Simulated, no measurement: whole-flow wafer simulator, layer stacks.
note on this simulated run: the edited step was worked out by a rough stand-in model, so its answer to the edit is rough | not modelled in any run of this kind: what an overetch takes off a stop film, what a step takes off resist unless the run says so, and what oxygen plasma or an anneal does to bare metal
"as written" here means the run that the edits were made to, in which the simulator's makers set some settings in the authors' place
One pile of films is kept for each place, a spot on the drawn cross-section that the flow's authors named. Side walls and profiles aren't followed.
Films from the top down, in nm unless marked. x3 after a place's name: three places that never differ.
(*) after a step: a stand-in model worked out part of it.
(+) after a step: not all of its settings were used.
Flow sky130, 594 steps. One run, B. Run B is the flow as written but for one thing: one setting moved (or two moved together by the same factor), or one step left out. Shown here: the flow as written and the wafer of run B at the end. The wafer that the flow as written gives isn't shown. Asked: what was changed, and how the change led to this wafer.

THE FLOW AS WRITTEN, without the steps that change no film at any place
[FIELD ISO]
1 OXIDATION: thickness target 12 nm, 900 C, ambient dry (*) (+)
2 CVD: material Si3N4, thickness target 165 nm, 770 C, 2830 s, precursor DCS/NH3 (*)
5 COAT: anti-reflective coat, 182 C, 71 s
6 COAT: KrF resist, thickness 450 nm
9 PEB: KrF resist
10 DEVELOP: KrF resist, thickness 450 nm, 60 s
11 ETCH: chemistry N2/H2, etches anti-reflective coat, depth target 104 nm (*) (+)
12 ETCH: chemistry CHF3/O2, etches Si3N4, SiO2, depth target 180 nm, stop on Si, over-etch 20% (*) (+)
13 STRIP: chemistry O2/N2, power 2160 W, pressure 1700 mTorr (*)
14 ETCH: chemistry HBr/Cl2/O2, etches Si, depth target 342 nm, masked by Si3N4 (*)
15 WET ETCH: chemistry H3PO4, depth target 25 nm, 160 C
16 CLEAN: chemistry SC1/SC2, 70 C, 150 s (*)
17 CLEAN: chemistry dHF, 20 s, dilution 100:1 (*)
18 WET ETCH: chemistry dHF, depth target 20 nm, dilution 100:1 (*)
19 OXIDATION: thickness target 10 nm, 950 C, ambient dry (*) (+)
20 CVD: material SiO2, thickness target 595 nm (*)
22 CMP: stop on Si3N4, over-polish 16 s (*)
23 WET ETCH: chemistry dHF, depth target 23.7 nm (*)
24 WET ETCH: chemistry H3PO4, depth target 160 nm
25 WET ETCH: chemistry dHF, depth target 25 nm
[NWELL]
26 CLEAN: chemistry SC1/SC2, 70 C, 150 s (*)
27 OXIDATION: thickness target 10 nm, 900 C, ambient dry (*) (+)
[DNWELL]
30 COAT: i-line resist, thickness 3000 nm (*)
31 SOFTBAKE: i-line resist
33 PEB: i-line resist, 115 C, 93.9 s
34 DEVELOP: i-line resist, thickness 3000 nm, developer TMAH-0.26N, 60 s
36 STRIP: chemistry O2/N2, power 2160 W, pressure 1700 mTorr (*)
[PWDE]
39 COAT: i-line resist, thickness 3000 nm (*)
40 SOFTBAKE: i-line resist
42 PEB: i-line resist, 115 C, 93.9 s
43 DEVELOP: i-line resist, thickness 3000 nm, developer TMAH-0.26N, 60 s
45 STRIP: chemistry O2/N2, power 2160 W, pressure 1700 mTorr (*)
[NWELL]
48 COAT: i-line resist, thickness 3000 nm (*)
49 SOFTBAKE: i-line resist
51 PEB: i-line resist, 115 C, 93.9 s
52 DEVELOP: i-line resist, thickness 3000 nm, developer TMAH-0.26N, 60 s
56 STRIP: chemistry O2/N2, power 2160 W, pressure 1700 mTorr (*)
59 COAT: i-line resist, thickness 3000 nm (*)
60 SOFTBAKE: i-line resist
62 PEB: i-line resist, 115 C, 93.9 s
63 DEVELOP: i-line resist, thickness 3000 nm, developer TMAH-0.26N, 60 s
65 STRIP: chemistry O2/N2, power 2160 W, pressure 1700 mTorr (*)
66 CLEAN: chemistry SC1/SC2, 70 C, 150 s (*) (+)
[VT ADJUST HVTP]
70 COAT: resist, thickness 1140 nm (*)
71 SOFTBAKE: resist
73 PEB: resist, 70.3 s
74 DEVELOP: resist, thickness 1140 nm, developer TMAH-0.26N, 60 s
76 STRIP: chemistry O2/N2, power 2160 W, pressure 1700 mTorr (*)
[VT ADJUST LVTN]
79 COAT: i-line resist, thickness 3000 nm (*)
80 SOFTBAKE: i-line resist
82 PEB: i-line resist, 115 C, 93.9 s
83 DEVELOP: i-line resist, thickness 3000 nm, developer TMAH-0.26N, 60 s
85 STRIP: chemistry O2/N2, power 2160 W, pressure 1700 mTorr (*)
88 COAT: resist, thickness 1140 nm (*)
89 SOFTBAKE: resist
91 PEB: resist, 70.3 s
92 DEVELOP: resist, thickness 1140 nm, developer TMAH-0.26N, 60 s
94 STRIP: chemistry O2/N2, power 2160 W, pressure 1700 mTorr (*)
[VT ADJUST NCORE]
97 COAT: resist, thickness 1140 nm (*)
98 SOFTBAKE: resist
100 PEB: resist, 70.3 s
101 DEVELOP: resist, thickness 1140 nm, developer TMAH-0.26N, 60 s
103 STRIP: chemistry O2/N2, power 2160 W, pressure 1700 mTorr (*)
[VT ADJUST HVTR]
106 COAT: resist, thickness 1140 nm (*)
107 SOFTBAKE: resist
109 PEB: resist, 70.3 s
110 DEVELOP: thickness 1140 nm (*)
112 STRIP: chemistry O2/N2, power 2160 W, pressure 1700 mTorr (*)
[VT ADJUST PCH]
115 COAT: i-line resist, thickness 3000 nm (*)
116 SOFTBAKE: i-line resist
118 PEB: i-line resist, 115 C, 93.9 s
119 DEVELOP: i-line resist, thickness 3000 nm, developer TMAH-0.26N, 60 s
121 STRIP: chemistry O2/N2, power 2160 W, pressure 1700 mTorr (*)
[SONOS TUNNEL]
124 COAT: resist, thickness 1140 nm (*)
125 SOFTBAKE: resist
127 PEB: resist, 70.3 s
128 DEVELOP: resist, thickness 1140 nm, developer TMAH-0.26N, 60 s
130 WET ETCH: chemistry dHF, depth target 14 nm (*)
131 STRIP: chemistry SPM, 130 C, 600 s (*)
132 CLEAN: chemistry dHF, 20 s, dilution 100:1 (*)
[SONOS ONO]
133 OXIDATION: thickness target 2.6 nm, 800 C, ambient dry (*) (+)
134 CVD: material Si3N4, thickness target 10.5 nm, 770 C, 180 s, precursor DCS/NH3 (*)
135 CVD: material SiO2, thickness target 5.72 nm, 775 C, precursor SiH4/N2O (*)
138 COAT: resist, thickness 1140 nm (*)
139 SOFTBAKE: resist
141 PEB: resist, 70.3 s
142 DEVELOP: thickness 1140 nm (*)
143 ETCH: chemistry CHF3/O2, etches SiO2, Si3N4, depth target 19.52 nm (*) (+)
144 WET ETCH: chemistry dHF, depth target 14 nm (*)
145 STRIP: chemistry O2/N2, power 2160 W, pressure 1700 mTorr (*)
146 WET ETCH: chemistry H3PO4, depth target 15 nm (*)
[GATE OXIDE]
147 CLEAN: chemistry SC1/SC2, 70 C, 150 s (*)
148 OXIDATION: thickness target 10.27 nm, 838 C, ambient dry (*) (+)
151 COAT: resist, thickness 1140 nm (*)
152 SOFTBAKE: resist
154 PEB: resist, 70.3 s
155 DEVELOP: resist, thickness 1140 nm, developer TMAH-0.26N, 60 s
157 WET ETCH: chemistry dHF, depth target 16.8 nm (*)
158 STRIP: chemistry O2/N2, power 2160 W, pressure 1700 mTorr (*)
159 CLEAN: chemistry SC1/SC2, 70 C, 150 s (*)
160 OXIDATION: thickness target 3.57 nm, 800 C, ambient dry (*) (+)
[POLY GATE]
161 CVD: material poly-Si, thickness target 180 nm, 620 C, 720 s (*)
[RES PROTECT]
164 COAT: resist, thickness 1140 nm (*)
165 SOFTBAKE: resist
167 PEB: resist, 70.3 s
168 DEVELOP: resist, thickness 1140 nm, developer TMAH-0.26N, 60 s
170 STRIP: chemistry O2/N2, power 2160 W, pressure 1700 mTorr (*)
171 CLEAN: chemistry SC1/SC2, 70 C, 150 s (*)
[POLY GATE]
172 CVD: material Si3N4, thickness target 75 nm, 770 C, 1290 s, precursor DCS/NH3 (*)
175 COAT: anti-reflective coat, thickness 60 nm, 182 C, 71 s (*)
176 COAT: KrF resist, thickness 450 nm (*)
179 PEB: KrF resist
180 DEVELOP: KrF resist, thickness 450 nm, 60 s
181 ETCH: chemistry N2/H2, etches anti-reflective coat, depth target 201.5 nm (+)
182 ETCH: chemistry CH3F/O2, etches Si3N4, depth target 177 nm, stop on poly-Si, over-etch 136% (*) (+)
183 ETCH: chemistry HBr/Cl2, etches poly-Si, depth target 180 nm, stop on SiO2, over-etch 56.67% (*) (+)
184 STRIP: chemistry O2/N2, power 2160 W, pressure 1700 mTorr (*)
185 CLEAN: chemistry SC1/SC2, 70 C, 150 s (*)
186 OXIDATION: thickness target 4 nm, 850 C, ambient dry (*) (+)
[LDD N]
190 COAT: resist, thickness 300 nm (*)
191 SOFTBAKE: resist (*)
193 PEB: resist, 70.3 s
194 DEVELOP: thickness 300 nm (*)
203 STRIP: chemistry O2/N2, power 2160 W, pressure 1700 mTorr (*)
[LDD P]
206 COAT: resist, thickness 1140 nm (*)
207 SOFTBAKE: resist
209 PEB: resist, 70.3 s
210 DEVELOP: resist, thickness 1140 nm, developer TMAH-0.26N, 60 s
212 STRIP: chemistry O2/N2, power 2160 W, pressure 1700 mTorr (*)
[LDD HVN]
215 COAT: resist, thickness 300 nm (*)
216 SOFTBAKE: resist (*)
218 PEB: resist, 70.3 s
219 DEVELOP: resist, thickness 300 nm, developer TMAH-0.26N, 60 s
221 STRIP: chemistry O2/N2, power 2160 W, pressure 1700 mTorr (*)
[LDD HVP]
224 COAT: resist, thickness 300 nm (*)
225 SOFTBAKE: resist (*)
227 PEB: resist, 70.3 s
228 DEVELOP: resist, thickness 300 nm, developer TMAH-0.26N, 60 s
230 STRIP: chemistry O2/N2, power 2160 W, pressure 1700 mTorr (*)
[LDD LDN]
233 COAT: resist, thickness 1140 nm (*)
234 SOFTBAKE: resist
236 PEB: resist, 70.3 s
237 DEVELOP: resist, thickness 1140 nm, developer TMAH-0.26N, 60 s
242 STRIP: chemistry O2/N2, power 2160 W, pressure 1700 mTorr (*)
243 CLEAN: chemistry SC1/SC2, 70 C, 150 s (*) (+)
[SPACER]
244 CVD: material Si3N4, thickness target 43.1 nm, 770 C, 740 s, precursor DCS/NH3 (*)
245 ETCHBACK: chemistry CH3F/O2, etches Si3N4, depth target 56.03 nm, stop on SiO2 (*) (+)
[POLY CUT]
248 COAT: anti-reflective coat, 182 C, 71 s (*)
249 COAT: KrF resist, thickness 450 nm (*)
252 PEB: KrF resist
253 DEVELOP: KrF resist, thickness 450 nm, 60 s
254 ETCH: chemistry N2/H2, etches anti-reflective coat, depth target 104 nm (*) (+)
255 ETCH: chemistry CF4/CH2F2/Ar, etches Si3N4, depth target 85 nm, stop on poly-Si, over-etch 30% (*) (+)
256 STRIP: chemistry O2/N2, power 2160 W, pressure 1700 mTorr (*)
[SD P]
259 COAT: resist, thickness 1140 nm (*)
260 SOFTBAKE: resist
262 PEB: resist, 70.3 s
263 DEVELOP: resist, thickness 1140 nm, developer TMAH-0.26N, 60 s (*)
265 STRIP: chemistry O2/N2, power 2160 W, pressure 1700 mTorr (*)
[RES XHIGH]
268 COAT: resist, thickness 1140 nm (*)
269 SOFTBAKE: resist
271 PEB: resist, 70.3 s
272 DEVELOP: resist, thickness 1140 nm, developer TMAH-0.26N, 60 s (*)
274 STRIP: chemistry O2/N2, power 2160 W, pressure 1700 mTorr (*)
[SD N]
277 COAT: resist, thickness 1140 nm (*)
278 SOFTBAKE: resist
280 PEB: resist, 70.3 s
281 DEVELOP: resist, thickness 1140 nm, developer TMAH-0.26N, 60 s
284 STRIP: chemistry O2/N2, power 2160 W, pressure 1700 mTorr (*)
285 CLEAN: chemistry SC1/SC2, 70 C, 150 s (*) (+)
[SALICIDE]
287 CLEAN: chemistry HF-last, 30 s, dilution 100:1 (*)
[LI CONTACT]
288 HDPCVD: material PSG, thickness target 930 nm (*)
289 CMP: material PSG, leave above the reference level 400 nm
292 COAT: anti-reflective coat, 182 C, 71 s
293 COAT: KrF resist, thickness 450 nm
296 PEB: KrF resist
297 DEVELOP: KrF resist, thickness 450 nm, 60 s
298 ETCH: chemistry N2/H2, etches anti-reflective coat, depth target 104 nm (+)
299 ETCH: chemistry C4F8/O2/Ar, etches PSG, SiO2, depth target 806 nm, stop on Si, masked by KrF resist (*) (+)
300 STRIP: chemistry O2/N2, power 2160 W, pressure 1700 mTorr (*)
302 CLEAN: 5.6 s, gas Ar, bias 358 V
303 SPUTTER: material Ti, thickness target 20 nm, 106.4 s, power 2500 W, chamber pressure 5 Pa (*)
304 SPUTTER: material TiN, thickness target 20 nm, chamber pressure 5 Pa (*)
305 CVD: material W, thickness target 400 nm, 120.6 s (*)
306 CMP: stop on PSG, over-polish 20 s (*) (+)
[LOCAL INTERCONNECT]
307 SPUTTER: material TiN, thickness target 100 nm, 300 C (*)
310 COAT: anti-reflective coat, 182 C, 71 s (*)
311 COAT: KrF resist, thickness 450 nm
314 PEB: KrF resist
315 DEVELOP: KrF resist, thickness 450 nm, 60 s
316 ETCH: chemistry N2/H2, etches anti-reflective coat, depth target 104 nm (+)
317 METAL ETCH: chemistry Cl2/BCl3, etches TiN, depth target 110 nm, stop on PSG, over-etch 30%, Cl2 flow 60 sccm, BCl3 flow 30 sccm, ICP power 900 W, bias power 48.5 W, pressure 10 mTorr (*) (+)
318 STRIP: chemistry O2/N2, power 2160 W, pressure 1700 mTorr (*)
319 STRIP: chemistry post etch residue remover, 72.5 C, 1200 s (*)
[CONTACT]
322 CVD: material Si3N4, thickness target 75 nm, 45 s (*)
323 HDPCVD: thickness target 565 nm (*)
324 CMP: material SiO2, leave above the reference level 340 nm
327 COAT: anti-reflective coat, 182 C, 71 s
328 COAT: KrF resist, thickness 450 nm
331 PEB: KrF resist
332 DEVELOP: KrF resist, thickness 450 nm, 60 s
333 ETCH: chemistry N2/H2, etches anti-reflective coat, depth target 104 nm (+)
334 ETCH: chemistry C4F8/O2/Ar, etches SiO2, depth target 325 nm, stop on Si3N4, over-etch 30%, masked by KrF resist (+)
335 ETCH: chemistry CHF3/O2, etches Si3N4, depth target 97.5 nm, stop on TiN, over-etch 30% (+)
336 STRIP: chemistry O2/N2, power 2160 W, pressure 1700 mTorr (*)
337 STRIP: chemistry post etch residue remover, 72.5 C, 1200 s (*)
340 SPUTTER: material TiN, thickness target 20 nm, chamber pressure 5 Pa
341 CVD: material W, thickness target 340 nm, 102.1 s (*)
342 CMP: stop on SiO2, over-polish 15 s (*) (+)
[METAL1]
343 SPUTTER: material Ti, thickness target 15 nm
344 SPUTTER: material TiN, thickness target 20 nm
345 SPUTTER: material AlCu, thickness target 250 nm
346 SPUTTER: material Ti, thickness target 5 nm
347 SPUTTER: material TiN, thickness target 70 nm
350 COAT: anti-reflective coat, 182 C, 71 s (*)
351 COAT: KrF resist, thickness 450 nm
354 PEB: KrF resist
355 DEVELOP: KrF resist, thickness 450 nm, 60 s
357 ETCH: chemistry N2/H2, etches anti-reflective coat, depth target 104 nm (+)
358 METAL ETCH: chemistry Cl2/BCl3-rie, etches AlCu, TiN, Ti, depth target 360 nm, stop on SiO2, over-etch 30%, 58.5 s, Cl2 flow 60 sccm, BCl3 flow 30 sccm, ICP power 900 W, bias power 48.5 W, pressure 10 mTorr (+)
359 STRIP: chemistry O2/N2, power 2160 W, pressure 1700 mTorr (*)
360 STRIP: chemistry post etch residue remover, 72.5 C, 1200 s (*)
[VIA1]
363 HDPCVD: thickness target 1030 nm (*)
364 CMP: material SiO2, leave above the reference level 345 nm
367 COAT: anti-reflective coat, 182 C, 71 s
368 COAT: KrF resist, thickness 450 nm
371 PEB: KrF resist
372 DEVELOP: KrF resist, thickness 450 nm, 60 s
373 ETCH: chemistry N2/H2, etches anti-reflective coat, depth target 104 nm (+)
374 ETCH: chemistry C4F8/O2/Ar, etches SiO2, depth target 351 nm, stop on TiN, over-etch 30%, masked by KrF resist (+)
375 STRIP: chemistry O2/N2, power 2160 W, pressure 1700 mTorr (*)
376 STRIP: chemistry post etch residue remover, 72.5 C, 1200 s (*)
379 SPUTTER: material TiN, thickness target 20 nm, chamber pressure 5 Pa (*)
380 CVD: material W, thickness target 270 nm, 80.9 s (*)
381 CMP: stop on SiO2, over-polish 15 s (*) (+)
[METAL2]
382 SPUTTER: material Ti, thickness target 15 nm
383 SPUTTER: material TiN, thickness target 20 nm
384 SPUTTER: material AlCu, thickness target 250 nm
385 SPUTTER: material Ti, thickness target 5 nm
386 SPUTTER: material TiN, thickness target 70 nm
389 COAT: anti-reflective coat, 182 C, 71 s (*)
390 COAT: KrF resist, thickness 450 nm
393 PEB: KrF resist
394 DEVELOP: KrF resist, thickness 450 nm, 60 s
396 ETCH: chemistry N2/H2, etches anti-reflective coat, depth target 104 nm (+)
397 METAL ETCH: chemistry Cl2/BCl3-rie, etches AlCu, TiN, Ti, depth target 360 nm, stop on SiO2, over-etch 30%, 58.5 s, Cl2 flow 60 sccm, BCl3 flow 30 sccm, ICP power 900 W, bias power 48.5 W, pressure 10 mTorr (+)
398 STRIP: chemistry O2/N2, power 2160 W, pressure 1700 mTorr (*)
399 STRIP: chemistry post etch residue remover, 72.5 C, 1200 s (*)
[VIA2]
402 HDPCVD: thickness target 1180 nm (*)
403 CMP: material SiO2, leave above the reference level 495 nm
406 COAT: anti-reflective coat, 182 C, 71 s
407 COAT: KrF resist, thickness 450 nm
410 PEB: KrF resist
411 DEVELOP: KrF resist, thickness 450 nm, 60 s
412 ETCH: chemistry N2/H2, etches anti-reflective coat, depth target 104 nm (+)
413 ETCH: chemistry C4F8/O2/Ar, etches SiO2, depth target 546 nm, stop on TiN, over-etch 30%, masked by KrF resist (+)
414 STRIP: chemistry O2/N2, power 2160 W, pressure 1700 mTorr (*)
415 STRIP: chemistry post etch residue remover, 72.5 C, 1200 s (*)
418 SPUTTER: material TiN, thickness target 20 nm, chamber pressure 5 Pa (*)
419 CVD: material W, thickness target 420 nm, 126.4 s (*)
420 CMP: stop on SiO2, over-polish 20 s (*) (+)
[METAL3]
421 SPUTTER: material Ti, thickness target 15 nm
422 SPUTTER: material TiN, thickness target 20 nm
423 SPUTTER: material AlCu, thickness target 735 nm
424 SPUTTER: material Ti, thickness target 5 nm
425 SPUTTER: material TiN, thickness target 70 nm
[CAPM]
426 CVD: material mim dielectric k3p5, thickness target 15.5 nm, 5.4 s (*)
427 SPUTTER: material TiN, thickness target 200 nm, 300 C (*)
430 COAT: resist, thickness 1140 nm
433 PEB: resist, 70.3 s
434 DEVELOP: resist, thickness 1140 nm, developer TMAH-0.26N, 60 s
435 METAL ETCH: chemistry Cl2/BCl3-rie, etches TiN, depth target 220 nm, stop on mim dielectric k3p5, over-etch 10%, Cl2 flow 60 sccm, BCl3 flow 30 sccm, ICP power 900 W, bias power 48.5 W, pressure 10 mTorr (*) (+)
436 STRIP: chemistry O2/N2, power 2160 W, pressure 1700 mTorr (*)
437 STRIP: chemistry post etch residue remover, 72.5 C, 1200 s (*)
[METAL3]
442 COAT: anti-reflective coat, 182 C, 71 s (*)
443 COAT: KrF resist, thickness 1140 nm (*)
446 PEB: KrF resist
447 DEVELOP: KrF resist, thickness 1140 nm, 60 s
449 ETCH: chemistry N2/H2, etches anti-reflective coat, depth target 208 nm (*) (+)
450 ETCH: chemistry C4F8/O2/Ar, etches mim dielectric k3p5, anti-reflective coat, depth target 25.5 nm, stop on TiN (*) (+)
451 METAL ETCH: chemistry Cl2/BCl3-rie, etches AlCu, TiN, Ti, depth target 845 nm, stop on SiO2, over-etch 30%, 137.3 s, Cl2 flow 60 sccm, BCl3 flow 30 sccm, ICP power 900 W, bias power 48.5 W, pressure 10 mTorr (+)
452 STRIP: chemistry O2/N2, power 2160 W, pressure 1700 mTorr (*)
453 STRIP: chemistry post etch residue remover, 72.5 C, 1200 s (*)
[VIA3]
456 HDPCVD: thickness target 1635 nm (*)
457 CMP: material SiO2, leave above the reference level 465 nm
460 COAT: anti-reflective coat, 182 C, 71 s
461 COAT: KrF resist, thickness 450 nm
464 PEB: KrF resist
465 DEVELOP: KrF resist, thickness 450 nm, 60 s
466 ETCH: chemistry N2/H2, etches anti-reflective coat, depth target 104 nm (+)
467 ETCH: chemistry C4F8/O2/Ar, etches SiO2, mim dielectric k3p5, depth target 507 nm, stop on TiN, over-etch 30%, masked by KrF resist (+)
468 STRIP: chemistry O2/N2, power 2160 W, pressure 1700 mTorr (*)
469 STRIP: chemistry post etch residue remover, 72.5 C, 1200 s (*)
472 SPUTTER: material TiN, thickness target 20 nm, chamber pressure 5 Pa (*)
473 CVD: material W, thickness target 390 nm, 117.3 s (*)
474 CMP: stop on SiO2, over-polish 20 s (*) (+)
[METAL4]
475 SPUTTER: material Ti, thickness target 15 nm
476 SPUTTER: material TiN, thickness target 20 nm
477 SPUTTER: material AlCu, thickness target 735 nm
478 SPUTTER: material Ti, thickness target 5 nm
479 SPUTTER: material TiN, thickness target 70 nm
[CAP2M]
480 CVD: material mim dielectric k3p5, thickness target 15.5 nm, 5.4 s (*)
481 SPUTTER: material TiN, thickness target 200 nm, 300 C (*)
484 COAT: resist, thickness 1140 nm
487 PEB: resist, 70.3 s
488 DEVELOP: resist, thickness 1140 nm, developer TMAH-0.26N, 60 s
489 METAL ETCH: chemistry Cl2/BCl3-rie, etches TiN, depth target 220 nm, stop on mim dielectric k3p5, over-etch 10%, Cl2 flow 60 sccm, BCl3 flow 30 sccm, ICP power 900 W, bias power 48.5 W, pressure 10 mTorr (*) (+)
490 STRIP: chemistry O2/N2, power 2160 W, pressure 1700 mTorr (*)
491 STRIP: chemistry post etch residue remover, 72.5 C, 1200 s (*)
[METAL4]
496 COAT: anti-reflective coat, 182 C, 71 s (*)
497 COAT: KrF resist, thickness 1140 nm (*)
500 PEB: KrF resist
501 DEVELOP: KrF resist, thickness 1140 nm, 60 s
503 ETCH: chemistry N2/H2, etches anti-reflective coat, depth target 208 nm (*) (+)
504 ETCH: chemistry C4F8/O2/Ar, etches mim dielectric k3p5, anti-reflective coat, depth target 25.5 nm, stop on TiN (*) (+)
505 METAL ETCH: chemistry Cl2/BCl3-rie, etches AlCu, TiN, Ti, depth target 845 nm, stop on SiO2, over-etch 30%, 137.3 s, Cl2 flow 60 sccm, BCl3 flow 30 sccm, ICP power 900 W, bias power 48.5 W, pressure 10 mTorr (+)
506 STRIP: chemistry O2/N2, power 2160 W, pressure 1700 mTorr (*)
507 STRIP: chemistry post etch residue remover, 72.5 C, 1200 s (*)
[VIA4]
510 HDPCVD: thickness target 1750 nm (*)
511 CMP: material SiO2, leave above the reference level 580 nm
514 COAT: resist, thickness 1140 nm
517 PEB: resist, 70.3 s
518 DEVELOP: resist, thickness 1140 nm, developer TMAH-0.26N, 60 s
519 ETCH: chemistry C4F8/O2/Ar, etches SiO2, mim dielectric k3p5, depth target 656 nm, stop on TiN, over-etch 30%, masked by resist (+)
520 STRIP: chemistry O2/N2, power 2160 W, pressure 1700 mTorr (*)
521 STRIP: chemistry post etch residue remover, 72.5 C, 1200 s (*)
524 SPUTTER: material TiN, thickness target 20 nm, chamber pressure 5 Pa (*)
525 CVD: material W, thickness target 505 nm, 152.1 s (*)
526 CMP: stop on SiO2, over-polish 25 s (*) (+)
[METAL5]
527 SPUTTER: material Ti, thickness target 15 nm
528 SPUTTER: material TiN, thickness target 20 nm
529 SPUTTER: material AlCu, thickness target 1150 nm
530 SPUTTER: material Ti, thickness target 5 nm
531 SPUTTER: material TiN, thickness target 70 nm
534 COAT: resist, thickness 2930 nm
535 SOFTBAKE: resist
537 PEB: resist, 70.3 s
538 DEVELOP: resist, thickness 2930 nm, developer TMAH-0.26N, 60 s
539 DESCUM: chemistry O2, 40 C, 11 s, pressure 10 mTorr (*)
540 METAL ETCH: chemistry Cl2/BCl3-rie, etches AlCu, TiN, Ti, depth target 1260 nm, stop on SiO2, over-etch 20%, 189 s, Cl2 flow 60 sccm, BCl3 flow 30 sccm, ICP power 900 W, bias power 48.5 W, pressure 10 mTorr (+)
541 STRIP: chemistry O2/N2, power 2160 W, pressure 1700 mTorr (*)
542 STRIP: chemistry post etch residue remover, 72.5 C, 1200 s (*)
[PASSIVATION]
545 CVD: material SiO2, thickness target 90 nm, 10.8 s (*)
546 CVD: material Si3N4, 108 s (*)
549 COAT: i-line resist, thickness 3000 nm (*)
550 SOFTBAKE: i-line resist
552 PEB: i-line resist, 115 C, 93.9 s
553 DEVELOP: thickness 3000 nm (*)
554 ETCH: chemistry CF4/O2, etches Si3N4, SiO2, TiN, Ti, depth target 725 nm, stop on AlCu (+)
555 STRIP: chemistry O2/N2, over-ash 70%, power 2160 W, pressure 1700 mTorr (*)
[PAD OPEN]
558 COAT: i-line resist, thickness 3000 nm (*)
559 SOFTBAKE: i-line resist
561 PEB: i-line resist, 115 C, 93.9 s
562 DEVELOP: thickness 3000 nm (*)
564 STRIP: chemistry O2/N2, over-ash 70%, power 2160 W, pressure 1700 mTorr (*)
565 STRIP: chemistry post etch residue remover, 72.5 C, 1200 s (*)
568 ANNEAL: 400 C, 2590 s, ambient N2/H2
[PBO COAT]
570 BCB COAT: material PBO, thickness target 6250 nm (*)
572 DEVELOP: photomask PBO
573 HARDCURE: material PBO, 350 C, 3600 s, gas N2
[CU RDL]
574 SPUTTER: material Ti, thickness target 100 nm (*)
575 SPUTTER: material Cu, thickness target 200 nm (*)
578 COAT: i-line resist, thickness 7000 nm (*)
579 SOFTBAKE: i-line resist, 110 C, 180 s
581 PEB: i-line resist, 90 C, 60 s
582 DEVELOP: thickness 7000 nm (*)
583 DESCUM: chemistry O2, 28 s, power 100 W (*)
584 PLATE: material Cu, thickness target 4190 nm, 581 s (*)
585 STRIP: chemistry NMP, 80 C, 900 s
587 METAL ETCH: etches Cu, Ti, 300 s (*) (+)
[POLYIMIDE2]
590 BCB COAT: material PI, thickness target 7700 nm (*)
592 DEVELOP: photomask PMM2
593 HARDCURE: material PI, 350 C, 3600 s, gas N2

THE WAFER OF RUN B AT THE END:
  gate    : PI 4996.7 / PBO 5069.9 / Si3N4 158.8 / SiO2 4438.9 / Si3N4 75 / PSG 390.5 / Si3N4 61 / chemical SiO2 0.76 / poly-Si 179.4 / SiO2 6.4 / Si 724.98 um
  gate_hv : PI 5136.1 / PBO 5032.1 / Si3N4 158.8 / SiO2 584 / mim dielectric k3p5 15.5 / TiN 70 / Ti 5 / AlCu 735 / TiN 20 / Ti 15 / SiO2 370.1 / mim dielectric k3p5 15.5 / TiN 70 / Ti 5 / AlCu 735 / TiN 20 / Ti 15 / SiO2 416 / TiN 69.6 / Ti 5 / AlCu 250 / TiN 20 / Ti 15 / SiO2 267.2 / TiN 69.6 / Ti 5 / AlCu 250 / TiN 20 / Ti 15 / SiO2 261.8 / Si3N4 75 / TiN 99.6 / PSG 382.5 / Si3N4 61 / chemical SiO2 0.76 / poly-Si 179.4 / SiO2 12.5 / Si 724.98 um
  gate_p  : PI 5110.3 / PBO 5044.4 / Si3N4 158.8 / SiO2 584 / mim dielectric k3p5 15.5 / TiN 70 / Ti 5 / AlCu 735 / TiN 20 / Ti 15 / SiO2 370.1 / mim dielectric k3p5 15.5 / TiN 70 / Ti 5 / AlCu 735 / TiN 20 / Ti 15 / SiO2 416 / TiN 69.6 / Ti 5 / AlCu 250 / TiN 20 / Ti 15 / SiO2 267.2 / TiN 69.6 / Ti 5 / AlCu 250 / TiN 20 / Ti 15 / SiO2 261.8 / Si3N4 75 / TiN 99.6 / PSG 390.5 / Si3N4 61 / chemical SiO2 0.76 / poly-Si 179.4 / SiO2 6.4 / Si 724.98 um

The cause: step 160, OXIDATION: 880 C was run, where the flow has 800 C.

How the change led to this, step by step:
  160 OXIDATION: thickness target 3.57 nm, 800 C, ambient dry (*) (+)
      active, n_well, p_well and 58 more: SiO2 +6.4 (new film), chemical SiO2 -0.76 (all of it), Si -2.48 (as written it would be: SiO2 +3.57 (new film), chemical SiO2 -0.76 (all of it), Si -1.24)
      gate_hv, m1, pad and 37 more: SiO2 +2.54, Si -1.12 (as written it would be: SiO2 +0.85, Si -0.37)
  175 COAT: anti-reflective coat, thickness 60 nm, 182 C, 71 s (*)
      wcut_fox_pw_lv: anti-reflective coat +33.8 (new film) (as written it would be: anti-reflective coat +33.1 (new film))
  184 STRIP: chemistry O2/N2, power 2160 W, pressure 1700 mTorr (*)
      wcut_fox_pw_lv: KrF resist -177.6 (all of it), anti-reflective coat -33.8 (all of it) (as written it would be: KrF resist -177.4 (all of it), anti-reflective coat -33.1 (all of it))
  248 COAT: anti-reflective coat, 182 C, 71 s (*)
      gate_p_hv: anti-reflective coat +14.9 (new film) (as written it would be: anti-reflective coat +15.8 (new film))
      poly_endcap_nw: anti-reflective coat +12.2 (new film) (as written it would be: anti-reflective coat +11.4 (new film))
  256 STRIP: chemistry O2/N2, power 2160 W, pressure 1700 mTorr (*)
      gate_p_hv: KrF resist -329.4 (all of it), anti-reflective coat -14.9 (all of it) (as written it would be: KrF resist -328.9 (all of it), anti-reflective coat -15.8 (all of it))
      poly_endcap_nw: KrF resist -294.4 (all of it), anti-reflective coat -12.2 (all of it) (as written it would be: KrF resist -294.6 (all of it), anti-reflective coat -11.4 (all of it))
  299 ETCH: chemistry C4F8/O2/Ar, etches PSG, SiO2, depth target 806 nm, stop on Si, masked by KrF resist (*) (+)
      contact, ndiff_licon, ndiff_licon_cpp: PSG -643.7 (all of it), SiO2 -3.8 (all of it) (as written it would be: PSG -643.6 (all of it), SiO2 -1.16 (all of it))
  303 SPUTTER: material Ti, thickness target 20 nm, 106.4 s, power 2500 W, chamber pressure 5 Pa (*)
      ndiff_licon_cpp: Ti +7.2 (new film) (as written it would be: Ti +6.53 (new film))
  306 CMP: stop on PSG, over-polish 20 s (*) (+)
      poly_licon: W -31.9 (as written it would be: W -33.3)
